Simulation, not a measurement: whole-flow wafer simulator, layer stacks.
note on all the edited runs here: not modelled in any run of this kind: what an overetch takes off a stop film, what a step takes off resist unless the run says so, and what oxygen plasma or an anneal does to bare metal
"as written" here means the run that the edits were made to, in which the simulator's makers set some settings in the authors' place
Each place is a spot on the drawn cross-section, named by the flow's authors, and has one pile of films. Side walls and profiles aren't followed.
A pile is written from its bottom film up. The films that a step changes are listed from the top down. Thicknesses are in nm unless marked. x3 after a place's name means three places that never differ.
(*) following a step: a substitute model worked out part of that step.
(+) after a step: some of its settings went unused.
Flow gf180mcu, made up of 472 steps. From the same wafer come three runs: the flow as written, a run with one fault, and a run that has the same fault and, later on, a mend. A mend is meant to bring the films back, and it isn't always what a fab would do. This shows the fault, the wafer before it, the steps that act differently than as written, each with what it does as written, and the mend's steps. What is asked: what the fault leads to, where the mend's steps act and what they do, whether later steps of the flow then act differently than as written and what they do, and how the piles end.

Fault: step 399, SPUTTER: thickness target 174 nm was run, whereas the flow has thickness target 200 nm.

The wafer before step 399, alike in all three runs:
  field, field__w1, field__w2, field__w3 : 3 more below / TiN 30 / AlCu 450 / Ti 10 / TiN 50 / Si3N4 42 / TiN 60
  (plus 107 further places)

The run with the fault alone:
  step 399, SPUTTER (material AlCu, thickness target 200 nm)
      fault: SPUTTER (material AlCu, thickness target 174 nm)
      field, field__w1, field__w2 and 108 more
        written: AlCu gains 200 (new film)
        fault: AlCu gains 174 (new film)
  Steps further on in the flow that do not act as written (5 more steps, not shown, differ only slightly: by at most 2% or 0.5 nm, whichever is larger):
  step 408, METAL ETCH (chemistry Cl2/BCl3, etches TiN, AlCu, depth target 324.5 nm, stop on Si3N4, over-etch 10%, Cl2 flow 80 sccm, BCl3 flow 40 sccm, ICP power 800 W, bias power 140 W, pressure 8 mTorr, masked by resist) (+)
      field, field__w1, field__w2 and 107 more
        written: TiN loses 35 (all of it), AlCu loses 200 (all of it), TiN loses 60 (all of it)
        fault: TiN loses 35 (all of it), AlCu loses 174 (all of it), TiN loses 60 (all of it)
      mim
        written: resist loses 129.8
        fault: resist loses 118.4
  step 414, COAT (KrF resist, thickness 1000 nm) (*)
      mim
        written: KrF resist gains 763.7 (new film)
        fault: KrF resist gains 783.6 (new film)
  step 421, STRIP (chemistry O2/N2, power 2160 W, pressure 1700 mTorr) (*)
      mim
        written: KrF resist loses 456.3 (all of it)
        fault: KrF resist loses 475.8 (all of it)
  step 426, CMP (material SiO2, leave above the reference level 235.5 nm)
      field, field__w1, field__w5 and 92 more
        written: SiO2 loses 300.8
        fault: SiO2 loses 326.8
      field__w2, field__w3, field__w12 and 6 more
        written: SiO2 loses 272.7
        fault: SiO2 loses 298.7
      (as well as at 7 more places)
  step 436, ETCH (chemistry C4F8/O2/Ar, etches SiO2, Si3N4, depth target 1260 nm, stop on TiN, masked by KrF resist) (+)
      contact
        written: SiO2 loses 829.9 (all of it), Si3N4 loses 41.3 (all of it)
        fault: SiO2 loses 803.9 (all of it), Si3N4 loses 41.3 (all of it)
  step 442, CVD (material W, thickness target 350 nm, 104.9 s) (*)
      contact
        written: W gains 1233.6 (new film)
        fault: W gains 1207.4 (new film)
  The piles end different from the flow's at field__w8, contact, m1, m1__w1, mim, m1_nw by more than 2% or 0.5 nm, whichever is larger.
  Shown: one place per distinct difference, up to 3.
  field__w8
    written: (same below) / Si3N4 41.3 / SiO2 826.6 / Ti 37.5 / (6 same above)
    fault: (same below) / Si3N4 41.3 / SiO2 800.6 / Ti 37.5 / (6 same above)
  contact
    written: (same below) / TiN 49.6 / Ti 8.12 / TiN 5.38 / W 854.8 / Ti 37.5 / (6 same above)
    fault: (same below) / TiN 49.6 / Ti 8.24 / TiN 5.46 / W 828.6 / Ti 37.5 / (6 same above)
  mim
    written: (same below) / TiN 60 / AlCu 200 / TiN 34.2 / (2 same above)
    fault: (same below) / TiN 60 / AlCu 174 / TiN 34.2 / (2 same above)

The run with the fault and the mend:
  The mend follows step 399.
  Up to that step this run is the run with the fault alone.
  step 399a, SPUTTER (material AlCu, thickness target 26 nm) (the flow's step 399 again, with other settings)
      field, field__w1, field__w2 and 108 more
        AlCu gains 26
  None of the later steps of the flow acts differently than as written at any place that is followed.
  The piles end the same as the flow's at every place that both follow.
